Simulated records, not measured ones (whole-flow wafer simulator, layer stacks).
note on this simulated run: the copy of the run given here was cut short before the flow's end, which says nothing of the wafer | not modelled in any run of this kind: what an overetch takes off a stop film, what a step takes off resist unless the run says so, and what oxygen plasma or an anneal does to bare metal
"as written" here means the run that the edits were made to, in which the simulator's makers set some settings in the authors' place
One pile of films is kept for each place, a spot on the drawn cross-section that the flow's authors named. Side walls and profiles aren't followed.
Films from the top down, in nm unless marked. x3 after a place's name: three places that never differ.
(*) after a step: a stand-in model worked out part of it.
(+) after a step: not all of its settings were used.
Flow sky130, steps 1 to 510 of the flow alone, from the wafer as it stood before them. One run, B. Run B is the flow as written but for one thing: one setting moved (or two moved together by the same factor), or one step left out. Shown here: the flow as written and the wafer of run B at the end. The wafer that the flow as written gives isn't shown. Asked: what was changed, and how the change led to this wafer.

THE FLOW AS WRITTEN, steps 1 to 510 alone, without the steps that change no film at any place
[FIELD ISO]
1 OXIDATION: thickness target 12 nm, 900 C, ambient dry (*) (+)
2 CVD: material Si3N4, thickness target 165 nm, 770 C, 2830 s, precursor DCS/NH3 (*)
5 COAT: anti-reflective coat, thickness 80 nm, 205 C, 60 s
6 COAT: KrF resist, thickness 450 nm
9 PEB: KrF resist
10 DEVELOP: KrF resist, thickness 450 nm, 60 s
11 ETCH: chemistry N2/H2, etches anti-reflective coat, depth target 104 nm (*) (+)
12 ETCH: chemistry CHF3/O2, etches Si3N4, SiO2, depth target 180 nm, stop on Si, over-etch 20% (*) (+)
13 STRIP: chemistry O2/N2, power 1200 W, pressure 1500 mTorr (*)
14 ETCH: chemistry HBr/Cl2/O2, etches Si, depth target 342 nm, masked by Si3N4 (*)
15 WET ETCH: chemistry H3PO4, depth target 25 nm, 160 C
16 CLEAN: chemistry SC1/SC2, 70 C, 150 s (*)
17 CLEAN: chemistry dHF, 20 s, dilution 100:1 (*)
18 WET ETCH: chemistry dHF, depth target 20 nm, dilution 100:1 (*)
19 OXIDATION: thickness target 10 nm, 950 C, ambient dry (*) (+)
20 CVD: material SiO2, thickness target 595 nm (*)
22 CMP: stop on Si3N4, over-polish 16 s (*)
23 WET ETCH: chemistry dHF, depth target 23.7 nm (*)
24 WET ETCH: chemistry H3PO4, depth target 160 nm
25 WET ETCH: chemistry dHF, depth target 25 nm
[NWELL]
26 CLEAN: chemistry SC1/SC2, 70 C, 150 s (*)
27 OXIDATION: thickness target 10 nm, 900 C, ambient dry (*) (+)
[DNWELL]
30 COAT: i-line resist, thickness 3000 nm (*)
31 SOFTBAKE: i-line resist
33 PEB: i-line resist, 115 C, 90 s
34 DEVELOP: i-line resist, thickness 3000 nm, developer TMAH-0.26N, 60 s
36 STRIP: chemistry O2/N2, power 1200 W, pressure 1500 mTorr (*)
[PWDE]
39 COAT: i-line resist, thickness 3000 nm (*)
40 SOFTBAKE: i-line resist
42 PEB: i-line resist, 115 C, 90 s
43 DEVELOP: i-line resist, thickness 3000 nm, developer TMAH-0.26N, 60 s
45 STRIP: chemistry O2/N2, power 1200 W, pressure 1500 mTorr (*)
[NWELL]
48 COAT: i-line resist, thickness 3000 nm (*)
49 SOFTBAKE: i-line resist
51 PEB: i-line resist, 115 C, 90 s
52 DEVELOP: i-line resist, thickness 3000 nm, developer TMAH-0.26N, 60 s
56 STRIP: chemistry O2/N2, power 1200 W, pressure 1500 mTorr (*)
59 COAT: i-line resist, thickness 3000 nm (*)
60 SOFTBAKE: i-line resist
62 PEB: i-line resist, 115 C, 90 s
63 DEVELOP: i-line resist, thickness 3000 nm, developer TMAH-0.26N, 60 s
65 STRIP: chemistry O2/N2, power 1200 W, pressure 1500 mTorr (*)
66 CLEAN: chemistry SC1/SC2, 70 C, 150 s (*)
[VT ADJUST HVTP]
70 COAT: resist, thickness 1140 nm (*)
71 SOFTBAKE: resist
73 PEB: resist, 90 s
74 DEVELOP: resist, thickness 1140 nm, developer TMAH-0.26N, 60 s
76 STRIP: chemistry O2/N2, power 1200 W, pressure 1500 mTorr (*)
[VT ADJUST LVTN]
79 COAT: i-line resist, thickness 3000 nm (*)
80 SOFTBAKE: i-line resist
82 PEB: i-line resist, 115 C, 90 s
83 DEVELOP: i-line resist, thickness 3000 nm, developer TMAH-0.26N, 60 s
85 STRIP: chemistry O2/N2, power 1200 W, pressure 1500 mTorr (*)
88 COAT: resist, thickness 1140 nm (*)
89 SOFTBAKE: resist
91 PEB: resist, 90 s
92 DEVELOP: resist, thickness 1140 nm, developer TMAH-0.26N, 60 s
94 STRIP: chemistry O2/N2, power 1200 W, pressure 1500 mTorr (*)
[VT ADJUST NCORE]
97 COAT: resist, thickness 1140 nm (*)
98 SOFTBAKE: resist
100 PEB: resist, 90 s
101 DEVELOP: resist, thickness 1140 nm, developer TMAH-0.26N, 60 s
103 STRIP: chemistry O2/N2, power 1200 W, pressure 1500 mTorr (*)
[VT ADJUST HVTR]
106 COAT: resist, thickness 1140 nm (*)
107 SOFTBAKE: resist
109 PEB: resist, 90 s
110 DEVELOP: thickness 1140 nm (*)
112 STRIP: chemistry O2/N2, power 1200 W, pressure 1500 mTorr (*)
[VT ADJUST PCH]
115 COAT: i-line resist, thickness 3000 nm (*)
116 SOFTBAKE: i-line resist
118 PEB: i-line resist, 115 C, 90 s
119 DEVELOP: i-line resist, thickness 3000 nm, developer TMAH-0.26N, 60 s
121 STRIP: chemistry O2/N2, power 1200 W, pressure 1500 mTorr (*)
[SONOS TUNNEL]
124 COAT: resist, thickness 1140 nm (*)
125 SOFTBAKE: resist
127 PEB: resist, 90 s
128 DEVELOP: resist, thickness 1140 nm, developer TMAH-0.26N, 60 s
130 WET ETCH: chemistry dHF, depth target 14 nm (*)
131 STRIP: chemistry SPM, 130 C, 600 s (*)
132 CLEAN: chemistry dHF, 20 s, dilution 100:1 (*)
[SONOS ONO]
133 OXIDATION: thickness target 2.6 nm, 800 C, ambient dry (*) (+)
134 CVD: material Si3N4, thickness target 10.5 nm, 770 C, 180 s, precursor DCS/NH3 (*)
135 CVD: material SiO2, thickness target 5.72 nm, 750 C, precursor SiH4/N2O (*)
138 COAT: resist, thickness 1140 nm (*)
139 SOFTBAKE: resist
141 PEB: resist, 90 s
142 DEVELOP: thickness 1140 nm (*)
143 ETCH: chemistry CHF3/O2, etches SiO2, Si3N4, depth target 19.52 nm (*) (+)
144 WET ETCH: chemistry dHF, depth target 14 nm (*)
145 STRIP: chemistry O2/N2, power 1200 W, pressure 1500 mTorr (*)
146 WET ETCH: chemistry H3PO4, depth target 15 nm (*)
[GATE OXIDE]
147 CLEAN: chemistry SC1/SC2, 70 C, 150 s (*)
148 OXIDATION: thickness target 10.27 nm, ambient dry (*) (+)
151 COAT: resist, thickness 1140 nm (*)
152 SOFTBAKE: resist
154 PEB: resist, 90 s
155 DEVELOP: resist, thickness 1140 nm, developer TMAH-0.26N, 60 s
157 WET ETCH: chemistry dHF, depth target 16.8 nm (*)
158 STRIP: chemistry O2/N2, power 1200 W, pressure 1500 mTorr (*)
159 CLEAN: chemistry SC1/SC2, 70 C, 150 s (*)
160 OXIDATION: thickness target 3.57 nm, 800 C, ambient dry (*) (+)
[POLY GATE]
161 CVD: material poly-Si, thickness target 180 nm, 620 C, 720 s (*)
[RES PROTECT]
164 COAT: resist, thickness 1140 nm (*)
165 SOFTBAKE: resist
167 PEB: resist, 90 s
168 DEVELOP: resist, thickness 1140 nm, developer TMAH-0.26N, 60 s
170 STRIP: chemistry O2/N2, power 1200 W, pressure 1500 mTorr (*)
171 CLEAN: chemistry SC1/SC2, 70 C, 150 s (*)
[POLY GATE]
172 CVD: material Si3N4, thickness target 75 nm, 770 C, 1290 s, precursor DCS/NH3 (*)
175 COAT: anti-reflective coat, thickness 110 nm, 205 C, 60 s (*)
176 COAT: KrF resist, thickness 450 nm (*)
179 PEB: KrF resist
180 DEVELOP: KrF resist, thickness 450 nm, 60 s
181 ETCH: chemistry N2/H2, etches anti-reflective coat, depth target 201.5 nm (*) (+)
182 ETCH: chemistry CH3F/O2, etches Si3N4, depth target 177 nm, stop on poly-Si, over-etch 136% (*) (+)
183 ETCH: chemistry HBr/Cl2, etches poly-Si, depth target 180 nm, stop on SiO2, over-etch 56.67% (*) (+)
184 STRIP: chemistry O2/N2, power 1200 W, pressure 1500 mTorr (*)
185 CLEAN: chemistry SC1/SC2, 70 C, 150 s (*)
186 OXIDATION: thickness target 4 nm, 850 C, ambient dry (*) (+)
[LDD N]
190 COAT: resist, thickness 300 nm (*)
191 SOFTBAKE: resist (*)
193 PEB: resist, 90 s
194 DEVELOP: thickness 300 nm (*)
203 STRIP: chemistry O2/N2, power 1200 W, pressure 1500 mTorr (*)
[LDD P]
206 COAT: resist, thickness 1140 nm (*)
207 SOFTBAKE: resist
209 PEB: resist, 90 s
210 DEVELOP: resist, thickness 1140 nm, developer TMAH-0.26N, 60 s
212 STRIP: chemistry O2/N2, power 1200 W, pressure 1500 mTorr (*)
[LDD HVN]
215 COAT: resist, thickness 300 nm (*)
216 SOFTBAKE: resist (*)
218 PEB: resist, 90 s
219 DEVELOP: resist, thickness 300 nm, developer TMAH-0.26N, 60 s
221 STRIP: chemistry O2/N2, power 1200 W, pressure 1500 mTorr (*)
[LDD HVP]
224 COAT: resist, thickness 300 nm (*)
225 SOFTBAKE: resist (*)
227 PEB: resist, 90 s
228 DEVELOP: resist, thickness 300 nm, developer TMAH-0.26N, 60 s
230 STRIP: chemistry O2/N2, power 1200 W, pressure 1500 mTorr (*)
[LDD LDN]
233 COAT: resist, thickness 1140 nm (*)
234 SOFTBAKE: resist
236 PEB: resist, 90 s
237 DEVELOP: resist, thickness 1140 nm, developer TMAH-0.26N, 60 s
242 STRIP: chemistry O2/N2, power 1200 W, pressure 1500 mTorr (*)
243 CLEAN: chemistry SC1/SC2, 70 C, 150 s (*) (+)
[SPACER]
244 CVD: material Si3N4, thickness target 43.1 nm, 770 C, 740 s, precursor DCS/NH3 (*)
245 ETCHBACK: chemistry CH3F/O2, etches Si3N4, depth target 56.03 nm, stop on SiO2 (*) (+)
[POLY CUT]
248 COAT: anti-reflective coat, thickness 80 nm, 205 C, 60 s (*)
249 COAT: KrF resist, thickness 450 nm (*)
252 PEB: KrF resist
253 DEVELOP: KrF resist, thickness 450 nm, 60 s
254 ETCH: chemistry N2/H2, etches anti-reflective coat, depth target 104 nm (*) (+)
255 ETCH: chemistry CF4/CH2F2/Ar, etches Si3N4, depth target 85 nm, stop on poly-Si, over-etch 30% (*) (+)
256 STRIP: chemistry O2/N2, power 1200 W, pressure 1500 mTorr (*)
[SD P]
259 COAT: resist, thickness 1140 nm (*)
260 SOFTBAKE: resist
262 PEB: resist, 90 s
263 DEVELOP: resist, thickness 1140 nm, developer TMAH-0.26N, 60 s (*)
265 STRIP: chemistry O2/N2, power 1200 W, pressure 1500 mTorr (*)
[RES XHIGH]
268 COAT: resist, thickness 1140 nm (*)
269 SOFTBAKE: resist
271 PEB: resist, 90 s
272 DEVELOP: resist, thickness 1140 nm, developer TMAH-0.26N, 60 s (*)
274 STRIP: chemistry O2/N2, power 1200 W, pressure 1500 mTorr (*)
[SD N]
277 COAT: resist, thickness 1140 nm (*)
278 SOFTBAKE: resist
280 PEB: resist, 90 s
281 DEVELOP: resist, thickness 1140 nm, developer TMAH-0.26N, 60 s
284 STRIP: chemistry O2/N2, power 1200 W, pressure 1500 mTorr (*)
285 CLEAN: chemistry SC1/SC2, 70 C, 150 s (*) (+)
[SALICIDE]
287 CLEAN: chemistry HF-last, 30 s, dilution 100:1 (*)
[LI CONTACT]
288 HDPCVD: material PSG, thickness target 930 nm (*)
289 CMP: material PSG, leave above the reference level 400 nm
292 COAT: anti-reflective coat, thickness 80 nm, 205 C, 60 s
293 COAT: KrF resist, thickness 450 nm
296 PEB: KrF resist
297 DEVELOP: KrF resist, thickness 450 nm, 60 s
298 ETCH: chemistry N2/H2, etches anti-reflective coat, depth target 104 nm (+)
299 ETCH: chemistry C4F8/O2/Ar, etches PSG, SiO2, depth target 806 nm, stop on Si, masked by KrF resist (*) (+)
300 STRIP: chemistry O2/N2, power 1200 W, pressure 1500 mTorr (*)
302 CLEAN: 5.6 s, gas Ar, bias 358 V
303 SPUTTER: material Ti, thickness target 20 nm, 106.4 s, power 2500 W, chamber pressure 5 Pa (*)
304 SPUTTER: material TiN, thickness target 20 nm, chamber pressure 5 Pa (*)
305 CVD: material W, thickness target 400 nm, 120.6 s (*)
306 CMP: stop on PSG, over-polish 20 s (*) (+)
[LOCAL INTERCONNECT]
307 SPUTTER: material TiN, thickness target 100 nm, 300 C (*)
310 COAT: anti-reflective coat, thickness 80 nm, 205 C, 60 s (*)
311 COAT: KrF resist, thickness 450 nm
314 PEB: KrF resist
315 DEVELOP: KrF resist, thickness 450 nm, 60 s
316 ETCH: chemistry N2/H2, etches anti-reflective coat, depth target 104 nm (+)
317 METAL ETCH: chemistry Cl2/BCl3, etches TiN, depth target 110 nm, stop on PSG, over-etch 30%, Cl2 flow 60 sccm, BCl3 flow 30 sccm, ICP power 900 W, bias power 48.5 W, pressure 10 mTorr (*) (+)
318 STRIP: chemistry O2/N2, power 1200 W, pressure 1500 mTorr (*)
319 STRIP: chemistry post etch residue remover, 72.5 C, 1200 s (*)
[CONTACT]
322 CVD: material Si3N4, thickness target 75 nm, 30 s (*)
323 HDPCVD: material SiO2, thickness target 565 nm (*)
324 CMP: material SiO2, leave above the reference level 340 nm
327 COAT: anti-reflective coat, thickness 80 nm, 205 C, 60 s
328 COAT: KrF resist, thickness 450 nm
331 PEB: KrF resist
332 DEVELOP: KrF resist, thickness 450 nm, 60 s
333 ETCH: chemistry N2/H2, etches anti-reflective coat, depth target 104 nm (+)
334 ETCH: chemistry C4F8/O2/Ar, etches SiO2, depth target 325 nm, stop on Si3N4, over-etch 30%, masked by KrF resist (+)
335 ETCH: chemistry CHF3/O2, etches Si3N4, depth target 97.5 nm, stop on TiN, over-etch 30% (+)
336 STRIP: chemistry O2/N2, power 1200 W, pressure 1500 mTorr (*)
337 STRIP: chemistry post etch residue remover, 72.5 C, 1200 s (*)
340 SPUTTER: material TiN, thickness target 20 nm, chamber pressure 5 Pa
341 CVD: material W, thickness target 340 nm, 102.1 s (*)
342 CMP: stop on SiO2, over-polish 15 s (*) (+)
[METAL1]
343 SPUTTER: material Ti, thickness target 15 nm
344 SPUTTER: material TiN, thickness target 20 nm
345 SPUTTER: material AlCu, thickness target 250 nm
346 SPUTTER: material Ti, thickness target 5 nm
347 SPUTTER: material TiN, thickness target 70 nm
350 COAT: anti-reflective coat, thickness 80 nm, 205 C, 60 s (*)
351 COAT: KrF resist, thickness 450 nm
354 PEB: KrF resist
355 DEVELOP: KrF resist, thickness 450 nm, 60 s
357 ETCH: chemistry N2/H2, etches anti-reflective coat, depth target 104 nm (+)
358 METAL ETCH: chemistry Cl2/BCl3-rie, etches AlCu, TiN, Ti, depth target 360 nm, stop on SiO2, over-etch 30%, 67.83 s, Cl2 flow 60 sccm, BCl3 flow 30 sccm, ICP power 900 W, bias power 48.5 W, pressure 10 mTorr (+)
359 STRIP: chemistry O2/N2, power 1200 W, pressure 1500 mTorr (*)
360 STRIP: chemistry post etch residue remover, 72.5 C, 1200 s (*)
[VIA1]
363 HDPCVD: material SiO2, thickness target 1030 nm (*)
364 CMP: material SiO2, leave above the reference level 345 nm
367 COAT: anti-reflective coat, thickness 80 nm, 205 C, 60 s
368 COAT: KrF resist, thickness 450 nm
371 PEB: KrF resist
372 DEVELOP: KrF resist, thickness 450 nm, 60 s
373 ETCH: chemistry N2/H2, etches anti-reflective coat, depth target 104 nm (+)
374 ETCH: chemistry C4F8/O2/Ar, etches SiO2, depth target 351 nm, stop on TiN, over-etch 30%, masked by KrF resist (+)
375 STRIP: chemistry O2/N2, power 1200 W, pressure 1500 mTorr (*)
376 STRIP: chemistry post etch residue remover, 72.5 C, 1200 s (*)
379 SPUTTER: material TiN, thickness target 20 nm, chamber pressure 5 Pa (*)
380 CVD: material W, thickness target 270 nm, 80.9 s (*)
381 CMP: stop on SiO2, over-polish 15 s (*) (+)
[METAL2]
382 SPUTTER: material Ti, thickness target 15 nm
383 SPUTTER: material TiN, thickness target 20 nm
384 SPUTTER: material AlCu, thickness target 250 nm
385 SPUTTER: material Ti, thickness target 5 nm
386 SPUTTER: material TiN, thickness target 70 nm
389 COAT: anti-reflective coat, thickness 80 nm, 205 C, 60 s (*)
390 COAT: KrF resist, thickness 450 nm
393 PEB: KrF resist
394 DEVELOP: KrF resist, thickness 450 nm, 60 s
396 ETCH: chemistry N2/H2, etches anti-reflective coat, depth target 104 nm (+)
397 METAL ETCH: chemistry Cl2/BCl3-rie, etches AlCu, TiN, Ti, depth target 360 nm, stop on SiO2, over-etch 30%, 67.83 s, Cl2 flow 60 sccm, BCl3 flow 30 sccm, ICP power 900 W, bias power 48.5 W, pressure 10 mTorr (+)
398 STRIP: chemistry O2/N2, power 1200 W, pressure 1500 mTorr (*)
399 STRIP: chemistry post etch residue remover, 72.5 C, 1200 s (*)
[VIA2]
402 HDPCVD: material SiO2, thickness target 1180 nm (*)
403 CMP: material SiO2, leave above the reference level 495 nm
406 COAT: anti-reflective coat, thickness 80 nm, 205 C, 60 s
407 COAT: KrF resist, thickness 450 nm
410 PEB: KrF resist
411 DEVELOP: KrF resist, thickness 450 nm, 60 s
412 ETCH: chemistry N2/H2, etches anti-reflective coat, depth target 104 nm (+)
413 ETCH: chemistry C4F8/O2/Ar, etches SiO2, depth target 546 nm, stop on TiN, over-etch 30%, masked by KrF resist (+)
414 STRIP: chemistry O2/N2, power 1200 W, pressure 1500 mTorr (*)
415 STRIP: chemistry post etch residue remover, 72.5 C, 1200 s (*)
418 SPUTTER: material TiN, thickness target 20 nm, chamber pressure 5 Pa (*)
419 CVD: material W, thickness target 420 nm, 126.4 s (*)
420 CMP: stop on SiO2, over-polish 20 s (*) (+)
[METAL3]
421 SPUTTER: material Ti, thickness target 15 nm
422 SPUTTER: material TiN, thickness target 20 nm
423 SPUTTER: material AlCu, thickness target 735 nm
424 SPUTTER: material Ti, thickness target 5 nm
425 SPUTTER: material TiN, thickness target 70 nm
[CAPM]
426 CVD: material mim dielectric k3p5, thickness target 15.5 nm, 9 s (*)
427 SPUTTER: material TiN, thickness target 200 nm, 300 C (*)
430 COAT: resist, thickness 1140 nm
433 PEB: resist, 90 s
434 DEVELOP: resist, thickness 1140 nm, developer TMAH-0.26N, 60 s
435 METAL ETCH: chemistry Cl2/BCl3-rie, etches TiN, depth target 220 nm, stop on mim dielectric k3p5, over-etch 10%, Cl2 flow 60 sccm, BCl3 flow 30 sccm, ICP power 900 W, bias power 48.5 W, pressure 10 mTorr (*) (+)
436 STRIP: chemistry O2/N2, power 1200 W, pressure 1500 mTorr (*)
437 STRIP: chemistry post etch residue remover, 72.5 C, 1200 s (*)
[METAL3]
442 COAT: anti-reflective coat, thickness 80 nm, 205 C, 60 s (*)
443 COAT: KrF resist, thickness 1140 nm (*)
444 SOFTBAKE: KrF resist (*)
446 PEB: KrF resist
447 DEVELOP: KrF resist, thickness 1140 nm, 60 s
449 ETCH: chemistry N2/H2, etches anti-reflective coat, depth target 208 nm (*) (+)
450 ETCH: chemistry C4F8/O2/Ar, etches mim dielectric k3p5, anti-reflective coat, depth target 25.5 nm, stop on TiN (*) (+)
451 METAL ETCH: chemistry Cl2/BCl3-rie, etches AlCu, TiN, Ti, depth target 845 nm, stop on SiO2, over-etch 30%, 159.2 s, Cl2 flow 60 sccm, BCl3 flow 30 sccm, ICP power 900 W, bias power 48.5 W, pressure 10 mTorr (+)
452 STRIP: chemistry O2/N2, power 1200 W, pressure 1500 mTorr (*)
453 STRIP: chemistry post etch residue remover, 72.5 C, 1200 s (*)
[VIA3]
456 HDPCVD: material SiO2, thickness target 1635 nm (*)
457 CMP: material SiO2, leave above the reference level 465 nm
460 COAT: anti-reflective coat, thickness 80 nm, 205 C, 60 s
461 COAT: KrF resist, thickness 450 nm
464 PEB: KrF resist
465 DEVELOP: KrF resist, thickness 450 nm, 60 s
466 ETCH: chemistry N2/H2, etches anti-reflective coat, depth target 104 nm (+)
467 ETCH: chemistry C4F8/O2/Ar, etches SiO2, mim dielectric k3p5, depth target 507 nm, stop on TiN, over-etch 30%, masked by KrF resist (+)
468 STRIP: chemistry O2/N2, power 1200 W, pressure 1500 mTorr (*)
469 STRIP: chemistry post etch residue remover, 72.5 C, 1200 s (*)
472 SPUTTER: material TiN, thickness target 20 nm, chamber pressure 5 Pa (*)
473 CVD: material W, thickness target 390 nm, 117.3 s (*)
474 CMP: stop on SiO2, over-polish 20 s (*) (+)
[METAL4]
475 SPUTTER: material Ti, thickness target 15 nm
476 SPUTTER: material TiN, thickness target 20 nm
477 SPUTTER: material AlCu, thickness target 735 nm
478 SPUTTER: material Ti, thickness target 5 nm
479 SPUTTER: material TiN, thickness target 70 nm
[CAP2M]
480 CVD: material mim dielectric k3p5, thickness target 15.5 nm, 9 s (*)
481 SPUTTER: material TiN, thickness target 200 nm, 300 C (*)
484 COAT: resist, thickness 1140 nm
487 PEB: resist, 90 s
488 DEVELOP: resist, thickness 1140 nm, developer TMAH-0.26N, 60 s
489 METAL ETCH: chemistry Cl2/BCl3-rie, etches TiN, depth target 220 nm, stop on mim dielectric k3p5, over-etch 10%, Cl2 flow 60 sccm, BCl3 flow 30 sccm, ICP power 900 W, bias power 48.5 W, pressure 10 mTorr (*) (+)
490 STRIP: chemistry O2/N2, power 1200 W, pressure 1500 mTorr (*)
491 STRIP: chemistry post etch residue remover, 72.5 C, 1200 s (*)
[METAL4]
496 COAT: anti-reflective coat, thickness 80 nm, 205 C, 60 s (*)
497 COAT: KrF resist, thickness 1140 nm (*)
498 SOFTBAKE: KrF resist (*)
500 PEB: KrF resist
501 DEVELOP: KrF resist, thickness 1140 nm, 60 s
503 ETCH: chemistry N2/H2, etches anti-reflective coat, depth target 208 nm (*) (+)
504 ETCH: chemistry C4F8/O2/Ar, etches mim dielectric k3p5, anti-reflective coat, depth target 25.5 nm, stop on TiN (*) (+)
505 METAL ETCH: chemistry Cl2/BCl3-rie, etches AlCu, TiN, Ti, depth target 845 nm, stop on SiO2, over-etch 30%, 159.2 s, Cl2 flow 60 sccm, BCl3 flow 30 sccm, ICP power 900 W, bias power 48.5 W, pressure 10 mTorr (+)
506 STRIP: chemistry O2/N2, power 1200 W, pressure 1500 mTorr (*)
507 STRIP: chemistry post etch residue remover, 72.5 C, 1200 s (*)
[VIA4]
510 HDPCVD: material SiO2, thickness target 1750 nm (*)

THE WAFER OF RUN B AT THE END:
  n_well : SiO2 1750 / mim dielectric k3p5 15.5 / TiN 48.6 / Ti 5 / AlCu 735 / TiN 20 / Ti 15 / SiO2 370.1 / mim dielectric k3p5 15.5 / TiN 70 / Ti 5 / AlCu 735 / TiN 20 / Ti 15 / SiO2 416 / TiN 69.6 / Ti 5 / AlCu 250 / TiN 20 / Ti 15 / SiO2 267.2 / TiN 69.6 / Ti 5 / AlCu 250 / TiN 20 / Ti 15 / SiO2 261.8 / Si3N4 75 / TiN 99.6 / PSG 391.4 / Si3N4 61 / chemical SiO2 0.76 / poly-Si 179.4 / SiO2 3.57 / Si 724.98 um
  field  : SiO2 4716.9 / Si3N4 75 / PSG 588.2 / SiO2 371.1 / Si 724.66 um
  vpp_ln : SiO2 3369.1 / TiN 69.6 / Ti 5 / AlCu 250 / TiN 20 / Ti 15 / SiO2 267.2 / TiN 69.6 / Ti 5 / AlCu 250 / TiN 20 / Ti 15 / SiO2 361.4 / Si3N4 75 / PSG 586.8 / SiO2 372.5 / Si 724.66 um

The cause: step 479, SPUTTER: thickness target 48.6 nm was run, where the flow has thickness target 70 nm.
It can be read off the wafer: n_well has TiN 48.6, and step 479 as written asks for 70 nm.

How the change led to this, step by step:
  479 SPUTTER: material TiN, thickness target 70 nm
      field, active, n_well and 189 more: TiN +48.6 (new film) (as written it would be: TiN +70 (new film))
  505 METAL ETCH: chemistry Cl2/BCl3-rie, etches AlCu, TiN, Ti, depth target 845 nm, stop on SiO2, over-etch 30%, 159.2 s, Cl2 flow 60 sccm, BCl3 flow 30 sccm, ICP power 900 W, bias power 48.5 W, pressure 10 mTorr (+)
      field, active, gate and 70 more: TiN -48.6 (all of it), Ti -5 (all of it), AlCu -735 (all of it), TiN -20 (all of it), Ti -15 (all of it), SiO2 -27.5 (as written it would be: TiN -70 (all of it), Ti -5 (all of it), AlCu -735 (all of it), TiN -20 (all of it), Ti -15 (all of it), SiO2 -25.4)
      vpp_iso1, mim_edge_plate, m1_ln and 12 more: TiN -48.6 (all of it), Ti -5 (all of it), AlCu -735 (all of it), TiN -20 (all of it), Ti -15 (all of it), SiO2 -27.5 (as written it would be: TiN -70 (all of it), Ti -5 (all of it), AlCu -735 (all of it), TiN -20 (all of it), Ti -15 (all of it), SiO2 -25.3)
